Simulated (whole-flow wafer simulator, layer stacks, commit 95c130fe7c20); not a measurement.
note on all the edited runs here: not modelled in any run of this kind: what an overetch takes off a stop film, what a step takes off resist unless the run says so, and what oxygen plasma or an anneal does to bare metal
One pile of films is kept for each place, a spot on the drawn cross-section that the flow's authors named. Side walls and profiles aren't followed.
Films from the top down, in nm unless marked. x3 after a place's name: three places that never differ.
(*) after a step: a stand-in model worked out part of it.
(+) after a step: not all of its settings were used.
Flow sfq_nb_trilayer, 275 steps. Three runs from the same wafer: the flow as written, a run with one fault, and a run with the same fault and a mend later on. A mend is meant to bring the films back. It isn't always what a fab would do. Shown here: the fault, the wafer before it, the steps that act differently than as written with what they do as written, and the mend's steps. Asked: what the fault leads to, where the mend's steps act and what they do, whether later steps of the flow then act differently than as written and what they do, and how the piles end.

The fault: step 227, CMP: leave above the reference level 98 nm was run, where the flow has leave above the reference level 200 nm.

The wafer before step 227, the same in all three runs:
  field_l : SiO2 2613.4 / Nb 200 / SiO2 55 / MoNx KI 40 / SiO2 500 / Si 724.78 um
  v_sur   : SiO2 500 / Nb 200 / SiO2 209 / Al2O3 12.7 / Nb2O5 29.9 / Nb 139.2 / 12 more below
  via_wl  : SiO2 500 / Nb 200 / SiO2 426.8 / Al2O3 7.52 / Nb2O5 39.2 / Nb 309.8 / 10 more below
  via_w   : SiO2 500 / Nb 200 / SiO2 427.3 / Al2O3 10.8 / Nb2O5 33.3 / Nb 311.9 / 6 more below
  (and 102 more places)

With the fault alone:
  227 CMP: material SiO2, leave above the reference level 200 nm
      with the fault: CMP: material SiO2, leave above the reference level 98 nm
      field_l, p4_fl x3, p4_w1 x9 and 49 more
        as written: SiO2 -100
        with the fault: SiO2 -202
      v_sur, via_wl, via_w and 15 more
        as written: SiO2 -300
        with the fault: SiO2 -402
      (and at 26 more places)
  Later steps of the flow that act differently than as written (3 more steps differ only slightly, by at most 2% or 0.5 nm, whichever is larger, and aren't shown):
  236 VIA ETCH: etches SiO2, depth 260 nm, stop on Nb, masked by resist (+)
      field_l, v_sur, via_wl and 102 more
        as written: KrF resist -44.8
        with the fault: KrF resist -25.3
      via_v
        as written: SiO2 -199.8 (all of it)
        with the fault: SiO2 -97.8 (all of it)
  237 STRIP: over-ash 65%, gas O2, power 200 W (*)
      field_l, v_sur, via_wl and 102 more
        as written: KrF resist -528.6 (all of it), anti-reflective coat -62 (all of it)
        with the fault: KrF resist -548.1 (all of it), anti-reflective coat -62 (all of it)
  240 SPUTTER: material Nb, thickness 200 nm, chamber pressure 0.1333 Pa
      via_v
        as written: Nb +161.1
        with the fault: Nb +186.4
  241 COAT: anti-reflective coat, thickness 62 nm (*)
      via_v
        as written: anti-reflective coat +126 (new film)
        with the fault: anti-reflective coat +105.3 (new film)
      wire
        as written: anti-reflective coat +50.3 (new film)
        with the fault: anti-reflective coat +49.2 (new film)
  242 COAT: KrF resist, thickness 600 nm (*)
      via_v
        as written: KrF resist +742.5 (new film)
        with the fault: KrF resist +652.4 (new film)
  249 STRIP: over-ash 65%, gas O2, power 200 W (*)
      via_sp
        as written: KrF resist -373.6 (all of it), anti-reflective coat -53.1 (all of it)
        with the fault: KrF resist -382.7 (all of it), anti-reflective coat -52.4 (all of it)
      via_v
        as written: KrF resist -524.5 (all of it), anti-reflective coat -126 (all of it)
        with the fault: KrF resist -434.7 (all of it), anti-reflective coat -105.3 (all of it)
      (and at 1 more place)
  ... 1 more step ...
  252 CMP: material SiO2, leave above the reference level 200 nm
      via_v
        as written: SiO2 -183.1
        with the fault: SiO2 -189.4
  At the end the piles differ from the flow's by more than 2% or 0.5 nm, whichever is larger, at field_l, v_sur, via_wl and 103 more.
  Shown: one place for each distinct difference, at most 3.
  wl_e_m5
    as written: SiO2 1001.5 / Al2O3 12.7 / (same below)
    with the fault: SiO2 899.5 / Al2O3 12.7 / (same below)
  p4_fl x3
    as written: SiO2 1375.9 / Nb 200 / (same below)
    with the fault: SiO2 1273.9 / Nb 200 / (same below)
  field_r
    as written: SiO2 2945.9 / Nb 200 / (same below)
    with the fault: SiO2 2843.9 / Nb 200 / (same below)

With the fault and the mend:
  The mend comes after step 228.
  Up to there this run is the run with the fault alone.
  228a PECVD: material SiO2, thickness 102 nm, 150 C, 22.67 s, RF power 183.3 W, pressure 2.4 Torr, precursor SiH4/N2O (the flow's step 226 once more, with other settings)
      field_l, v_sur, via_wl and 103 more
        SiO2 +102
  No later step of the flow acts differently than as written at any place that is followed.
  At the end the piles are the same as the flow's at every place that both follow.
